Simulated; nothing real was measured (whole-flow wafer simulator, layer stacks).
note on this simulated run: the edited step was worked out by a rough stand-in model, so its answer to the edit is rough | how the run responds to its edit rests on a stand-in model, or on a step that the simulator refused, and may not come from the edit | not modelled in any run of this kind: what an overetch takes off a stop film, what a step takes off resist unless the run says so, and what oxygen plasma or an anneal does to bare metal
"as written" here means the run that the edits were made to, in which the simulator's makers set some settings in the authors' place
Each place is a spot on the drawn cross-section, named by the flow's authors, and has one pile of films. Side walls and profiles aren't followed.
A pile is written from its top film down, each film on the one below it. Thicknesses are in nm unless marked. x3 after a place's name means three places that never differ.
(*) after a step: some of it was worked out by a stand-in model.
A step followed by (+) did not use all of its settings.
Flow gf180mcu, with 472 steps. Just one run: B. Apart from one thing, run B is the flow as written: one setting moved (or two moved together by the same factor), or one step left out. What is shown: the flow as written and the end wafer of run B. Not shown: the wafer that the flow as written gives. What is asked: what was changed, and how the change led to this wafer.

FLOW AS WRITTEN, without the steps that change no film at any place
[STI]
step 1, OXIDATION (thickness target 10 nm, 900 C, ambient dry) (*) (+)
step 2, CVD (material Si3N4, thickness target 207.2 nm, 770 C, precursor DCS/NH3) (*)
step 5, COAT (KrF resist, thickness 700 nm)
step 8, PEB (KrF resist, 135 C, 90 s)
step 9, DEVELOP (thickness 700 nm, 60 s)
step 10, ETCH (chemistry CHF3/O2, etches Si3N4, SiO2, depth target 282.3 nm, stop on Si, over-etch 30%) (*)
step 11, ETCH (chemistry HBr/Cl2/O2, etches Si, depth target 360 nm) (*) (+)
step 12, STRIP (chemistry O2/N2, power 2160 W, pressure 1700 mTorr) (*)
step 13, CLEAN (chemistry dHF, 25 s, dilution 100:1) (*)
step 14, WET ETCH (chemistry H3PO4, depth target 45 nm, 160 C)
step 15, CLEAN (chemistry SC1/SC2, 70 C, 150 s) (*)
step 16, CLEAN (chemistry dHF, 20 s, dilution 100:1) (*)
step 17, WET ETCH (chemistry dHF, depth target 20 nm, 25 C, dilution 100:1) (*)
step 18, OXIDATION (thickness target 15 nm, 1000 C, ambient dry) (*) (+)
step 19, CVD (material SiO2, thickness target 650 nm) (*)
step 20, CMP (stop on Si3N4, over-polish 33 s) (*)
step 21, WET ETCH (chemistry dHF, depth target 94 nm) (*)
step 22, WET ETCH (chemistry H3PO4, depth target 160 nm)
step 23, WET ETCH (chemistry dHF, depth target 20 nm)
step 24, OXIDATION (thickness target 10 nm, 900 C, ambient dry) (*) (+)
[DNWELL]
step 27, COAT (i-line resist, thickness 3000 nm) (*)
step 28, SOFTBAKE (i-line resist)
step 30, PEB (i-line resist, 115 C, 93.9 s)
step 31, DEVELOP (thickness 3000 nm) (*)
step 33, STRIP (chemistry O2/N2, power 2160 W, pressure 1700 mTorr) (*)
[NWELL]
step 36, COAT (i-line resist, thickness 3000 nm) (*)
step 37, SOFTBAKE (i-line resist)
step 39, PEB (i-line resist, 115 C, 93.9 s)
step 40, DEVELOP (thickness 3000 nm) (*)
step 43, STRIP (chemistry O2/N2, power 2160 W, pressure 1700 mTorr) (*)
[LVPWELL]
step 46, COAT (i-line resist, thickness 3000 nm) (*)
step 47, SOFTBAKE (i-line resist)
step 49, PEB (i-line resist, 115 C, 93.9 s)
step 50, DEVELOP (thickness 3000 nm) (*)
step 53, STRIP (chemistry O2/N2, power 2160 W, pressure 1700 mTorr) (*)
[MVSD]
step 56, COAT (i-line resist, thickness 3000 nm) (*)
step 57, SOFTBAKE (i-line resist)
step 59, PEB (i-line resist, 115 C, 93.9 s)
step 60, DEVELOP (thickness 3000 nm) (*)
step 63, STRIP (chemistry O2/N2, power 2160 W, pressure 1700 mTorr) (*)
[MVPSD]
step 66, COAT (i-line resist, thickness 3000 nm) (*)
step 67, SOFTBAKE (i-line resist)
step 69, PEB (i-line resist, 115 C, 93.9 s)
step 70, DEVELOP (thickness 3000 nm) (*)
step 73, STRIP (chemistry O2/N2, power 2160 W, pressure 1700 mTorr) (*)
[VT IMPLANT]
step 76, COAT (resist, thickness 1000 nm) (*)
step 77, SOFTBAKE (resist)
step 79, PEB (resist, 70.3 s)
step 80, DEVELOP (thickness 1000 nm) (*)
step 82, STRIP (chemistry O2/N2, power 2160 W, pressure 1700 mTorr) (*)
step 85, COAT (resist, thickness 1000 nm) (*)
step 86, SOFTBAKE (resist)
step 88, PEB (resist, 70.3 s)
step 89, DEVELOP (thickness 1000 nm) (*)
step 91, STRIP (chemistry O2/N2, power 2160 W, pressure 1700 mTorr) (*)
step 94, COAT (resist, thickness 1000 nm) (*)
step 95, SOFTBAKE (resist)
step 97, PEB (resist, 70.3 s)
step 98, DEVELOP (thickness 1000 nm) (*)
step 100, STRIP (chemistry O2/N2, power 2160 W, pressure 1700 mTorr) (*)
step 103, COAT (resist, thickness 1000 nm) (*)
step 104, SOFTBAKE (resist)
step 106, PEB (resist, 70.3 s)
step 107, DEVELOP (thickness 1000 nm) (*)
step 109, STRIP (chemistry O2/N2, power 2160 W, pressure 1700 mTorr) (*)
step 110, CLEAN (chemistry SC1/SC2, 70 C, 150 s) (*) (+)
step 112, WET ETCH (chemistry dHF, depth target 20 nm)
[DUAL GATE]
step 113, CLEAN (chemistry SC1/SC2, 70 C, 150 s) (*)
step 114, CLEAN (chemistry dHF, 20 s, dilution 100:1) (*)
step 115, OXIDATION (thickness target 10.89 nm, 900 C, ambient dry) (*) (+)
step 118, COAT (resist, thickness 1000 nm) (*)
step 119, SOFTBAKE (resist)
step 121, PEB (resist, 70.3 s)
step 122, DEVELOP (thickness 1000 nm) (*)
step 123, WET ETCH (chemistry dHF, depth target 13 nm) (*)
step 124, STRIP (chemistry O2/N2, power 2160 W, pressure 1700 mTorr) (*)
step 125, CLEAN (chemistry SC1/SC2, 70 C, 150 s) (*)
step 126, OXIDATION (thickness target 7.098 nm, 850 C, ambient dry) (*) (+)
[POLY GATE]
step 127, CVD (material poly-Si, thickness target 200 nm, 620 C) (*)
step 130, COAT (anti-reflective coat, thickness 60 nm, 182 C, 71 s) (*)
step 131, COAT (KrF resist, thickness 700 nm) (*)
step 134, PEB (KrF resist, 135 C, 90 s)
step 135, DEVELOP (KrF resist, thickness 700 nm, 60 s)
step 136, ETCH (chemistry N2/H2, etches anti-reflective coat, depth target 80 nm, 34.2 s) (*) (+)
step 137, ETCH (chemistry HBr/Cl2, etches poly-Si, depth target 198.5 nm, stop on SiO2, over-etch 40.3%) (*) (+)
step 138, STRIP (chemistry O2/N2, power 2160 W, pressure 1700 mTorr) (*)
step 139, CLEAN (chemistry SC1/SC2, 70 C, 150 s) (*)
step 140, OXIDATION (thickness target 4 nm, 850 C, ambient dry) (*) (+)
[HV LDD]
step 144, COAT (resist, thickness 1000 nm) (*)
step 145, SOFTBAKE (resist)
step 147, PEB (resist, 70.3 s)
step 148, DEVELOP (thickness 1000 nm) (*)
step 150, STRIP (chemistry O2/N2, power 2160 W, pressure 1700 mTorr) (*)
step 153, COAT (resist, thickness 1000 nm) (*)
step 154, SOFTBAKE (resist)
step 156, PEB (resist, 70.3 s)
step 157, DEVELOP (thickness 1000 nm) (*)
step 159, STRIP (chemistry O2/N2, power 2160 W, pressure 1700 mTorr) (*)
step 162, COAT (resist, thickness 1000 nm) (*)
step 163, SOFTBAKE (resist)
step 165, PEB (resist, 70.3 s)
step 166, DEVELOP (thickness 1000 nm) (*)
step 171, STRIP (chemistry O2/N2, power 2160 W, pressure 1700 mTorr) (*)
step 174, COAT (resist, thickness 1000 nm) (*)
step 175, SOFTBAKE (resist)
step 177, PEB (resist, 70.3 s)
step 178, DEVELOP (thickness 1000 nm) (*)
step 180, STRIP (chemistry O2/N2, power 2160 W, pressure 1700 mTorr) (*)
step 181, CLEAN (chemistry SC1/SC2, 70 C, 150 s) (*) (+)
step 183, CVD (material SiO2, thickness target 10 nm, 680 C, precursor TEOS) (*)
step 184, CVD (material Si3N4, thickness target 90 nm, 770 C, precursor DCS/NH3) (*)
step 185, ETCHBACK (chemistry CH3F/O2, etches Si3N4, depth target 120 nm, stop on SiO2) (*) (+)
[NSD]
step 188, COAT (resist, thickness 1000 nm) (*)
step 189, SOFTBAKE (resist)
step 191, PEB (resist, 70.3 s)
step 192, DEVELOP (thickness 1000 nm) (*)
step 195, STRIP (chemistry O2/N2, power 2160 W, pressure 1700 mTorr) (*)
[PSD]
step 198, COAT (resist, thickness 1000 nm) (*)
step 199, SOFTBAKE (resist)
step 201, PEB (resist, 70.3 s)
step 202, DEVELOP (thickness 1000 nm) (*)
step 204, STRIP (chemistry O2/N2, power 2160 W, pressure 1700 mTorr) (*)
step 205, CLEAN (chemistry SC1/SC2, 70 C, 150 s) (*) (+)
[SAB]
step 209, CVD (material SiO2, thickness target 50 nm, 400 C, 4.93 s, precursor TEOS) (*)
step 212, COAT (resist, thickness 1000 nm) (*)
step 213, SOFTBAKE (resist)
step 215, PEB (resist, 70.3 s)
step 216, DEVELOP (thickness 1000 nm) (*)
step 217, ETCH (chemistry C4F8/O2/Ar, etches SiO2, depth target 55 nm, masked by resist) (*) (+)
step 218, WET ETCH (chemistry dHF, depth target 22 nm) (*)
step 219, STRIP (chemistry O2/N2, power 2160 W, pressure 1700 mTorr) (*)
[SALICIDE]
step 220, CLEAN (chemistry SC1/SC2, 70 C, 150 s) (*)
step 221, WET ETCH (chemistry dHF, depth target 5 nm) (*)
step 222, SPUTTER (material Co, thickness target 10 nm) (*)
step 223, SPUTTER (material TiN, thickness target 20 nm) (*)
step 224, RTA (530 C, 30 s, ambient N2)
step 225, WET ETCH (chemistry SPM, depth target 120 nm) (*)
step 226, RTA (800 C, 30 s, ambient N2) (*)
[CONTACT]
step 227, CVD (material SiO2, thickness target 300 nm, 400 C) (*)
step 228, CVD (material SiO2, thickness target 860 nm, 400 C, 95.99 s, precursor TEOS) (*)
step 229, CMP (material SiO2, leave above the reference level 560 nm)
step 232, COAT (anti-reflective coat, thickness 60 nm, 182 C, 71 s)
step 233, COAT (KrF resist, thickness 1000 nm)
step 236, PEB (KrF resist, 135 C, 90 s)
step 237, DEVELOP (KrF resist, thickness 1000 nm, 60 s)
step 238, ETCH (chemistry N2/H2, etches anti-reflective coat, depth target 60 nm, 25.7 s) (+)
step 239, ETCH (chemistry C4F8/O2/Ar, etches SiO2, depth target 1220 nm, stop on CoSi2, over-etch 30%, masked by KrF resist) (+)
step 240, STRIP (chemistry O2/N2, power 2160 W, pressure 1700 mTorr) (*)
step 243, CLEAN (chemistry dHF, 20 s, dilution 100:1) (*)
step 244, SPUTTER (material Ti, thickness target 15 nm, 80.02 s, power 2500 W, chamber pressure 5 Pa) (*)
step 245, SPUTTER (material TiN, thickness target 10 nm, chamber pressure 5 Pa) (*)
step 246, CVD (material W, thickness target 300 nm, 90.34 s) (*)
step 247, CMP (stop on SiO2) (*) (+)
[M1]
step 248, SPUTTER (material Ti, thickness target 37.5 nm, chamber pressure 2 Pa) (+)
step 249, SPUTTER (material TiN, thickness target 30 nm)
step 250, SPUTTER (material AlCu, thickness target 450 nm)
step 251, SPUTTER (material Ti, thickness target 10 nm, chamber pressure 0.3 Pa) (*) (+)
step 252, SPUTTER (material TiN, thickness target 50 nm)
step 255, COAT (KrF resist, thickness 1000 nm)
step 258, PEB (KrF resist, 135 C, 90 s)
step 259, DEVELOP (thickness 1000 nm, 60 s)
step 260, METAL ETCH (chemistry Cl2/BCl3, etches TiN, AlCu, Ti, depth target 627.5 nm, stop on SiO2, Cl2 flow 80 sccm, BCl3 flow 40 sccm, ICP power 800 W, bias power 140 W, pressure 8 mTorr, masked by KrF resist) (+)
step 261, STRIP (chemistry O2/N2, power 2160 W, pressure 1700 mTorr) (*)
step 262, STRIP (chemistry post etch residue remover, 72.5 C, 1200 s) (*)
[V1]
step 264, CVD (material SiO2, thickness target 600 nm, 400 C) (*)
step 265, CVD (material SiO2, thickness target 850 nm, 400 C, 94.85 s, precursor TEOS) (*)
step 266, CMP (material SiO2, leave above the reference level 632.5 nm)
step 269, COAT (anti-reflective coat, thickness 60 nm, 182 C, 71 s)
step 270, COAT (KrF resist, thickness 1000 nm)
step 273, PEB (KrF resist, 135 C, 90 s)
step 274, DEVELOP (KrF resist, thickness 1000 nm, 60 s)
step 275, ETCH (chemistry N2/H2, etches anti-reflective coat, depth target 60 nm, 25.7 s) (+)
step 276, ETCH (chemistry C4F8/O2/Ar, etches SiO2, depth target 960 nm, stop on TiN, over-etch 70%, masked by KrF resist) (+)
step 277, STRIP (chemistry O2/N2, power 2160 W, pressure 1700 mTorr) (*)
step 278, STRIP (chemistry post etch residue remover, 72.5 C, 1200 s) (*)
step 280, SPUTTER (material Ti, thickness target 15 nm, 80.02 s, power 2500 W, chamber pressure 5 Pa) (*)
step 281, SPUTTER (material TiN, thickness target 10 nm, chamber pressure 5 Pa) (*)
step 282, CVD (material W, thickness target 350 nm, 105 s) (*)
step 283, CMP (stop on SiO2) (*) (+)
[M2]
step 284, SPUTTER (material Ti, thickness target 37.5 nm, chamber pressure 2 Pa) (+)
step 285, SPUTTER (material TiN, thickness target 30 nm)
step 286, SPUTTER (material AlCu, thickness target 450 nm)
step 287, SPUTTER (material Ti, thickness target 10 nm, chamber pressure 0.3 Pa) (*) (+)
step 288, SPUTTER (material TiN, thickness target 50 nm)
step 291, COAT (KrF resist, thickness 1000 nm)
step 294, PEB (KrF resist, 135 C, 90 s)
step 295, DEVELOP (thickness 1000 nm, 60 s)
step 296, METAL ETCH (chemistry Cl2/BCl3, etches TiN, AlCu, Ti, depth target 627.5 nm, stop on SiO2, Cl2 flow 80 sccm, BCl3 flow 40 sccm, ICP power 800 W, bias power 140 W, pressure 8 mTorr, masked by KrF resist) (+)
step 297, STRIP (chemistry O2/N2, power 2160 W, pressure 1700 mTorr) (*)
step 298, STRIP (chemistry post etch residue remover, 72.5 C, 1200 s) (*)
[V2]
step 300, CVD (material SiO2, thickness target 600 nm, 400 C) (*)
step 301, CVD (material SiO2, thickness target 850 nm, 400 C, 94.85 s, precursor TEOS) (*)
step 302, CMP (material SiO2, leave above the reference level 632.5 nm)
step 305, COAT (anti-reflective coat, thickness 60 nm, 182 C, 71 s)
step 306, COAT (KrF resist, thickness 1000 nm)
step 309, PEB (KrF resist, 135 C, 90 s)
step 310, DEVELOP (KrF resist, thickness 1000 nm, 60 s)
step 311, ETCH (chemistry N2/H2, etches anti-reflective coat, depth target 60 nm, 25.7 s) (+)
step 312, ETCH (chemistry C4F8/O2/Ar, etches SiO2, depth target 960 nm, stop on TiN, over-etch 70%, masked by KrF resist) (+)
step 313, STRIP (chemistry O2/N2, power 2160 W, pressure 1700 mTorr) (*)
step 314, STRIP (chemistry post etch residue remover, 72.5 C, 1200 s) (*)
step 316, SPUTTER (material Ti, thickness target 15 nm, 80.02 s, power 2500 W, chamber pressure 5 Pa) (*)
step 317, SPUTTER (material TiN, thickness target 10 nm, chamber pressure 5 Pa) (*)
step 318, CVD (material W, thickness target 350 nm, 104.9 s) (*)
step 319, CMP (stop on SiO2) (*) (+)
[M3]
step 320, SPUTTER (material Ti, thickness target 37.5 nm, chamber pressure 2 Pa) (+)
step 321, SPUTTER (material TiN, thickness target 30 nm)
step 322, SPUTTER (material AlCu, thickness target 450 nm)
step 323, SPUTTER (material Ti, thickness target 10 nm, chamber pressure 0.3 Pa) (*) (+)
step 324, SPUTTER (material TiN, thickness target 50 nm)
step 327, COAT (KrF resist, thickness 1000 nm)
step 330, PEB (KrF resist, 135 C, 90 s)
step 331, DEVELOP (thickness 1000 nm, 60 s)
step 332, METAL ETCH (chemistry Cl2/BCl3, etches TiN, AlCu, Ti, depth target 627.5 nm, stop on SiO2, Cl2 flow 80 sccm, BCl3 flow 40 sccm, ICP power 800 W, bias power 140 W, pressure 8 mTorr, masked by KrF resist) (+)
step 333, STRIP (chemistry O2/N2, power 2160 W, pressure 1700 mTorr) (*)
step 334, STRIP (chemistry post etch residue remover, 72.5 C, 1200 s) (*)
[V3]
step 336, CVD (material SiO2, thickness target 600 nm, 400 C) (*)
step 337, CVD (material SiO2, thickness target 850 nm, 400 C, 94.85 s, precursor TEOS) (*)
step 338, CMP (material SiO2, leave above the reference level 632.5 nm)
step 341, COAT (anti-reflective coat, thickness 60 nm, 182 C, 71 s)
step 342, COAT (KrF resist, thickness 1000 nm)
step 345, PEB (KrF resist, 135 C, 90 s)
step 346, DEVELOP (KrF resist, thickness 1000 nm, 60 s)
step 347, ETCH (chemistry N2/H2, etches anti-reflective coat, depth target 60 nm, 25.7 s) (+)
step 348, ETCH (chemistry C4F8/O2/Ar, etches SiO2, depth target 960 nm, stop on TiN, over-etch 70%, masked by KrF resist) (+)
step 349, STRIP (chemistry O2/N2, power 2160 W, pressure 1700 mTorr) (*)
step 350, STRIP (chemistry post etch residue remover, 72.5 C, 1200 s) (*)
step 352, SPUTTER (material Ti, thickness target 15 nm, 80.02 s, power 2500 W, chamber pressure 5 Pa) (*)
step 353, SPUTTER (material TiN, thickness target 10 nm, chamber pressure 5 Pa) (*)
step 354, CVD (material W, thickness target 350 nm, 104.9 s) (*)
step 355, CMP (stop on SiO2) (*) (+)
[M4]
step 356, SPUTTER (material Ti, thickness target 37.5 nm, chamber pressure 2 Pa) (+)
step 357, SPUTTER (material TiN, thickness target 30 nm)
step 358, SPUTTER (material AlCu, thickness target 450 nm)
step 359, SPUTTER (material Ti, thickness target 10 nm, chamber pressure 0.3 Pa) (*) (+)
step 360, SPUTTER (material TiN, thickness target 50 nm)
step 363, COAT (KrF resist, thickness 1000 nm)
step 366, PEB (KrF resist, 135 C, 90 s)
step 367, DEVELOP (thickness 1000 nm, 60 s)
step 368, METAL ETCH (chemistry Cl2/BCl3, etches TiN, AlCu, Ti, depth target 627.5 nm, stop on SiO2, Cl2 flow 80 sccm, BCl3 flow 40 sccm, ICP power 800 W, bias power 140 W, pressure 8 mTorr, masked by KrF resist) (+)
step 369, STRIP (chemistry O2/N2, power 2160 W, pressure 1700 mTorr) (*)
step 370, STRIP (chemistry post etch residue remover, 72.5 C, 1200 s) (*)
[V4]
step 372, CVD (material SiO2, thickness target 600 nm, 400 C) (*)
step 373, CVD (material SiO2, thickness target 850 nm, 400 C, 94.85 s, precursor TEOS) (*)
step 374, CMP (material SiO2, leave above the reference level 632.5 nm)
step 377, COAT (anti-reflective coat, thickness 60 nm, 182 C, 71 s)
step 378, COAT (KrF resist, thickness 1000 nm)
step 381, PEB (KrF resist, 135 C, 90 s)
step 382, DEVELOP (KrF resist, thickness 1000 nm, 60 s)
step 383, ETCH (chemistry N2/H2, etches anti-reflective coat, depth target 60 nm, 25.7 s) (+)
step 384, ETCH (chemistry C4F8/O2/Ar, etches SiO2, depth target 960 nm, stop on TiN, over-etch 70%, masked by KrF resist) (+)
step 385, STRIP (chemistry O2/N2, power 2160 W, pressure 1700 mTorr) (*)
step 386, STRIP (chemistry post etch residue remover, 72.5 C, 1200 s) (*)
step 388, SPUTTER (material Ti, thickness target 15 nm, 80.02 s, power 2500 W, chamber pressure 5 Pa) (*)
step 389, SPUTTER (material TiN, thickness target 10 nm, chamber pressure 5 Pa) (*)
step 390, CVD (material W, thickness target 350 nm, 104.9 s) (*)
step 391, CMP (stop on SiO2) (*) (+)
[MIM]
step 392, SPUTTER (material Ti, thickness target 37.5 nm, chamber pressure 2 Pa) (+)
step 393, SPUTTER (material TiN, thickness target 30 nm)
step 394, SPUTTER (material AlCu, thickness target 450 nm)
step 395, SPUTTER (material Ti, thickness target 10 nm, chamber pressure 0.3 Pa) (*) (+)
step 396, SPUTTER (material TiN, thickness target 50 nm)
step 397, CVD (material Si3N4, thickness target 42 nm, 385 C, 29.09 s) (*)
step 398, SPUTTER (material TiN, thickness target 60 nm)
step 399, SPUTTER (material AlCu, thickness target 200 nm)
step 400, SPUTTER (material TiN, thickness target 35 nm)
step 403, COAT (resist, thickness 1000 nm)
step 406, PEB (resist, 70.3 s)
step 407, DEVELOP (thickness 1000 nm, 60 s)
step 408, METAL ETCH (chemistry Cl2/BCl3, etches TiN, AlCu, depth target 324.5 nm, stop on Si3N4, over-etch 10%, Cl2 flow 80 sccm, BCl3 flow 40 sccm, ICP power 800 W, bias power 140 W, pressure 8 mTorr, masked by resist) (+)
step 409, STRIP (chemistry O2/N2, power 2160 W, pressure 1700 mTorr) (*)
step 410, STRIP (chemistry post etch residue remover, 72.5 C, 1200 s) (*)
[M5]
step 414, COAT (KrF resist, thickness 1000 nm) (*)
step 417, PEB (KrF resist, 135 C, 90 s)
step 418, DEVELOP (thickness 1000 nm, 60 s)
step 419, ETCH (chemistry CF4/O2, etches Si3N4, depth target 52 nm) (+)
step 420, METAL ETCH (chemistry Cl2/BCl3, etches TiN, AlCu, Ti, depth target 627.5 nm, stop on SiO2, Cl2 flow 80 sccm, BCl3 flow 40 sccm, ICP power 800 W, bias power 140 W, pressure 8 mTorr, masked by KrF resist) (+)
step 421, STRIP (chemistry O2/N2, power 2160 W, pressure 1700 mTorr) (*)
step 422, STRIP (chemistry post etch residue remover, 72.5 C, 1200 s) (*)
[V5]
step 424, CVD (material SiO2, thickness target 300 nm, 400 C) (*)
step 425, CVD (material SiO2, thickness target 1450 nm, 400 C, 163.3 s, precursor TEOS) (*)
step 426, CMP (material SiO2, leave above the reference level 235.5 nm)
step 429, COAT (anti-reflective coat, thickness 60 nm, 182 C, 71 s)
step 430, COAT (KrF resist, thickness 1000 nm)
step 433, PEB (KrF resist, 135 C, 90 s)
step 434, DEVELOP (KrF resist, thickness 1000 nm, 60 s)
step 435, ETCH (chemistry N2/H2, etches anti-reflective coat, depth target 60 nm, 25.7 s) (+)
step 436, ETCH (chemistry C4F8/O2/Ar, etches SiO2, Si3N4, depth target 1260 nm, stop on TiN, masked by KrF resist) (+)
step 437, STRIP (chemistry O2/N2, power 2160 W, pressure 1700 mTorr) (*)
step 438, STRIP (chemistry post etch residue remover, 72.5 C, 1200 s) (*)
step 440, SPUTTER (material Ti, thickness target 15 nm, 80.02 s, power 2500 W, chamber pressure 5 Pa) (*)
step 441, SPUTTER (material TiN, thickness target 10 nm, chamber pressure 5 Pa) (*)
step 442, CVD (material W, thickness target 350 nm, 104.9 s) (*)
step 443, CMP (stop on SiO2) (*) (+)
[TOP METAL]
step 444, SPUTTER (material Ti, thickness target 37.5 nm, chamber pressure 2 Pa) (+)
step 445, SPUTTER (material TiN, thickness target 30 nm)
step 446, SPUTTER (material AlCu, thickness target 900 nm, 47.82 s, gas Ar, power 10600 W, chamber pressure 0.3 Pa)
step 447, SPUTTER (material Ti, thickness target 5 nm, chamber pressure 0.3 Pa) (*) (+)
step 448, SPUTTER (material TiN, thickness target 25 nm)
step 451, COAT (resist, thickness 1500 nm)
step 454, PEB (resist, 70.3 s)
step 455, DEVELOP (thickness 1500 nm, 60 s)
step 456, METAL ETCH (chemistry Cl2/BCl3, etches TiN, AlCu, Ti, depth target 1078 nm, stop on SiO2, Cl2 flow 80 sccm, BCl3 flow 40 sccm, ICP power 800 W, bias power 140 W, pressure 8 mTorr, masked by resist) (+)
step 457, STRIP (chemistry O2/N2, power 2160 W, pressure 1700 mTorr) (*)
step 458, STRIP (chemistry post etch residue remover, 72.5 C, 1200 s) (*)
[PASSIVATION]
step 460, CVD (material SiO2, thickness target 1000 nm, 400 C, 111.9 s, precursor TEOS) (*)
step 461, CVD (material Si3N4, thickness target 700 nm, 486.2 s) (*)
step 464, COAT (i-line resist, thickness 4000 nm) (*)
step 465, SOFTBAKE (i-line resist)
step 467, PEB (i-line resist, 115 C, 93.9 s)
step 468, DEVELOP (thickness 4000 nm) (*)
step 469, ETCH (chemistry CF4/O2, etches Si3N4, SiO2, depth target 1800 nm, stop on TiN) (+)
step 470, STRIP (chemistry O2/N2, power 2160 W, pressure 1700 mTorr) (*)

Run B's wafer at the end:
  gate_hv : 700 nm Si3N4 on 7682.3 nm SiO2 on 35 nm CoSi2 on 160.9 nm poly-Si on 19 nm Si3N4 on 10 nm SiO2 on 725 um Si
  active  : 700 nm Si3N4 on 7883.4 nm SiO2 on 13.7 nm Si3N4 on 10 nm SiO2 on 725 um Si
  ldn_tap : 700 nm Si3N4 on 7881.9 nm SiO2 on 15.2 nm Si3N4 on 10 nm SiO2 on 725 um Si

What caused this: step 2, CVD: thickness target 240.3 nm was run, though the flow has thickness target 207.2 nm.

How this came from the change, step by step:
  step 2, CVD (material Si3N4, thickness target 207.2 nm, 770 C, precursor DCS/NH3) (*)
      field, field_sub, active and 77 more: Si3N4 gains 240.3 (new film) (as written it would have been: Si3N4 gains 207.2 (new film))
  step 10, ETCH (chemistry CHF3/O2, etches Si3N4, SiO2, depth target 282.3 nm, stop on Si, over-etch 30%) (*)
      field, field_sub, sti and 34 more: Si3N4 loses 240.3 (all of it), SiO2 loses 10 (all of it), Si loses 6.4 (as written it would have been: Si3N4 loses 207.2 (all of it), SiO2 loses 10 (all of it), Si loses 13)
  step 19, CVD (material SiO2, thickness target 650 nm) (*)
      m1, ld_fp_n, ld_drift_n and 8 more: SiO2 gains 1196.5 (as written it would have been: SiO2 gains 1163.4)
  step 20, CMP (stop on Si3N4, over-polish 33 s) (*)
      sti, mim_1p0, pad and 11 more: SiO2 loses 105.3 (as written it would have been: SiO2 loses 138.5)
      nw_enc_fld, nw_enc_fld_lv: SiO2 loses 109.3 (as written it would have been: SiO2 loses 142.5)
      (and at 10 other places as well)
  step 22, WET ETCH (chemistry H3PO4, depth target 160 nm)
      active, n_well, p_well and 40 more: Si3N4 loses 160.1 (as written it would have been: Si3N4 loses 150.8 (all of it), SiO2 loses 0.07)
  step 23, WET ETCH (chemistry dHF, depth target 20 nm)
      active, n_well, p_well and 40 more: Si3N4 loses 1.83 (as written it would have been: SiO2 loses 9.93 (all of it))
  step 24, OXIDATION (thickness target 10 nm, 900 C, ambient dry) (*) (+)
      active, n_well, p_well and 40 more: nothing (as written it would have been: SiO2 gains 10 (new film), Si loses 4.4)
  step 28, SOFTBAKE (i-line resist)
      ldn_fp, ldn_drn: i-line resist gains 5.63 (as written it would have been: i-line resist gains 4.83)
      active_nat: i-line resist gains 3.39 (as written it would have been: i-line resist gains 2.84)
      (and at 18 other places as well)
  step 37, SOFTBAKE (i-line resist)
      ldn_fp, ldn_drn: i-line resist gains 5.63 (as written it would have been: i-line resist gains 4.83)
      active_nat: i-line resist gains 3.39 (as written it would have been: i-line resist gains 2.84)
      (and at 18 other places as well)
  step 47, SOFTBAKE (i-line resist)
      ldn_fp, ldn_drn: i-line resist gains 5.63 (as written it would have been: i-line resist gains 4.83)
      active_nat: i-line resist gains 3.39 (as written it would have been: i-line resist gains 2.84)
      (and at 18 other places as well)
  step 57, SOFTBAKE (i-line resist)
      ldn_fp, ldn_drn: i-line resist gains 5.63 (as written it would have been: i-line resist gains 4.83)
      active_nat: i-line resist gains 3.39 (as written it would have been: i-line resist gains 2.84)
      (and at 18 other places as well)
  step 67, SOFTBAKE (i-line resist)
      ldn_fp, ldn_drn: i-line resist gains 5.63 (as written it would have been: i-line resist gains 4.83)
      active_nat: i-line resist gains 3.39 (as written it would have been: i-line resist gains 2.84)
      (and at 18 other places as well)
  step 112, WET ETCH (chemistry dHF, depth target 20 nm)
      active, n_well, p_well and 40 more: Si3N4 loses 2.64 (as written it would have been: SiO2 loses 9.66 (all of it))
  step 113, CLEAN (chemistry SC1/SC2, 70 C, 150 s) (*)
      active, n_well, p_well and 40 more: Si3N4 loses 0.07 (as written it would have been: chemical SiO2 gains 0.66 (new film), Si loses 1.83)
  step 114, CLEAN (chemistry dHF, 20 s, dilution 100:1) (*)
      active, n_well, p_well and 40 more: Si3N4 loses 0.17 (as written it would have been: chemical SiO2 loses 0.66 (all of it))
  step 115, OXIDATION (thickness target 10.89 nm, 900 C, ambient dry) (*) (+)
      active, n_well, p_well and 40 more: nothing (as written it would have been: SiO2 gains 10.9 (new film), Si loses 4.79)
  ... 27 other steps ...
  step 471, ANNEAL (400 C, 1800 s, ambient N2/H2)
      contact: under 49 films: void gains 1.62 (new film), Ti loses 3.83, TiSi first gains 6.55 (new film), Si loses 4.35 (as written it would have been: nothing)
If metal films that touch count as one body, active has 0 bodies; the flow as written gives 1 body.
If metal films that touch count as one body, ldn_tap has 0 bodies; the flow as written gives 1 body.
